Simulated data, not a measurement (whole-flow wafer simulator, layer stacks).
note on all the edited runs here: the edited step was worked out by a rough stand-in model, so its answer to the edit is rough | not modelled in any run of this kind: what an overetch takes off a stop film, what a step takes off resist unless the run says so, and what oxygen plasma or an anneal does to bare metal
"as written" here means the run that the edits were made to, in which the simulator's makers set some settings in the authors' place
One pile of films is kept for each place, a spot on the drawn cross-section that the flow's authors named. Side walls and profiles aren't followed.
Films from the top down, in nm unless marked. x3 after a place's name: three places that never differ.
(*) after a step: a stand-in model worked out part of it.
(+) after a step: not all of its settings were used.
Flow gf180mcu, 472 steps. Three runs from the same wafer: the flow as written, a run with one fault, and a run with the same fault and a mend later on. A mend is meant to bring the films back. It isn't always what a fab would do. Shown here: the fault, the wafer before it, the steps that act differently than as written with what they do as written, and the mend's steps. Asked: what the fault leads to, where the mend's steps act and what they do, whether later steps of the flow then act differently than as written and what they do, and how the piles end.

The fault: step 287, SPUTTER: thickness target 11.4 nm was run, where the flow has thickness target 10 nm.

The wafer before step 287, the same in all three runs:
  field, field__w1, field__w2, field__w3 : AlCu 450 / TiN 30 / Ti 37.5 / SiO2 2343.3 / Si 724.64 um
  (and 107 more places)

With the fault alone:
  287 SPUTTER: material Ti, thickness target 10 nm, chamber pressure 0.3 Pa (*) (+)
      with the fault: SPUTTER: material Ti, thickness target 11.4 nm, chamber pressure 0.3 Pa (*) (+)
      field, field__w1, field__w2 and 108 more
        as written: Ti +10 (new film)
        with the fault: Ti +11.4 (new film)
  Later steps of the flow that act differently than as written (5 more steps differ only slightly, by at most 2% or 0.5 nm, whichever is larger, and aren't shown):
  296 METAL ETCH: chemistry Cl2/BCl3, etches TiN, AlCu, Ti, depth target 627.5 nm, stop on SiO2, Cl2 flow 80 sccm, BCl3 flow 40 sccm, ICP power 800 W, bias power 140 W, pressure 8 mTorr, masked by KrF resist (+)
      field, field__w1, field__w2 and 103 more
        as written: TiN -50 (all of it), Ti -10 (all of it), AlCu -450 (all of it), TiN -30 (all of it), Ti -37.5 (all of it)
        with the fault: TiN -50 (all of it), Ti -11.4 (all of it), AlCu -450 (all of it), TiN -30 (all of it), Ti -37.5 (all of it)
  At the end the piles differ from the flow's by more than 2% or 0.5 nm, whichever is larger, at field__w8, contact, m1, m1__w1, m1_nw.
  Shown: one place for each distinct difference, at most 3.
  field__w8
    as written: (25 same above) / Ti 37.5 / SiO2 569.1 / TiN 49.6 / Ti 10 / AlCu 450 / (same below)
    with the fault: (25 same above) / Ti 37.5 / SiO2 567.7 / TiN 49.6 / Ti 11.4 / AlCu 450 / (same below)
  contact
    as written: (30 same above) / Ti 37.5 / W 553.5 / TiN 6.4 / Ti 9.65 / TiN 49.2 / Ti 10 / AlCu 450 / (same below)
    with the fault: (30 same above) / Ti 37.5 / W 552.1 / TiN 6.41 / Ti 9.66 / TiN 49.2 / Ti 11.4 / AlCu 450 / (same below)

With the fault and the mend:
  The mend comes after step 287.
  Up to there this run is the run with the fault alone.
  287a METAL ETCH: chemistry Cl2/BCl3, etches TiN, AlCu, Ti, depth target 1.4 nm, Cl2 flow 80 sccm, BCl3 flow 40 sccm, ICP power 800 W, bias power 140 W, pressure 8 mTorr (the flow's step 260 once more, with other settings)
      field, field__w1, field__w2 and 108 more
        Ti -1.4
  No later step of the flow acts differently than as written at any place that is followed.
  At the end the piles are the same as the flow's at every place that both follow.
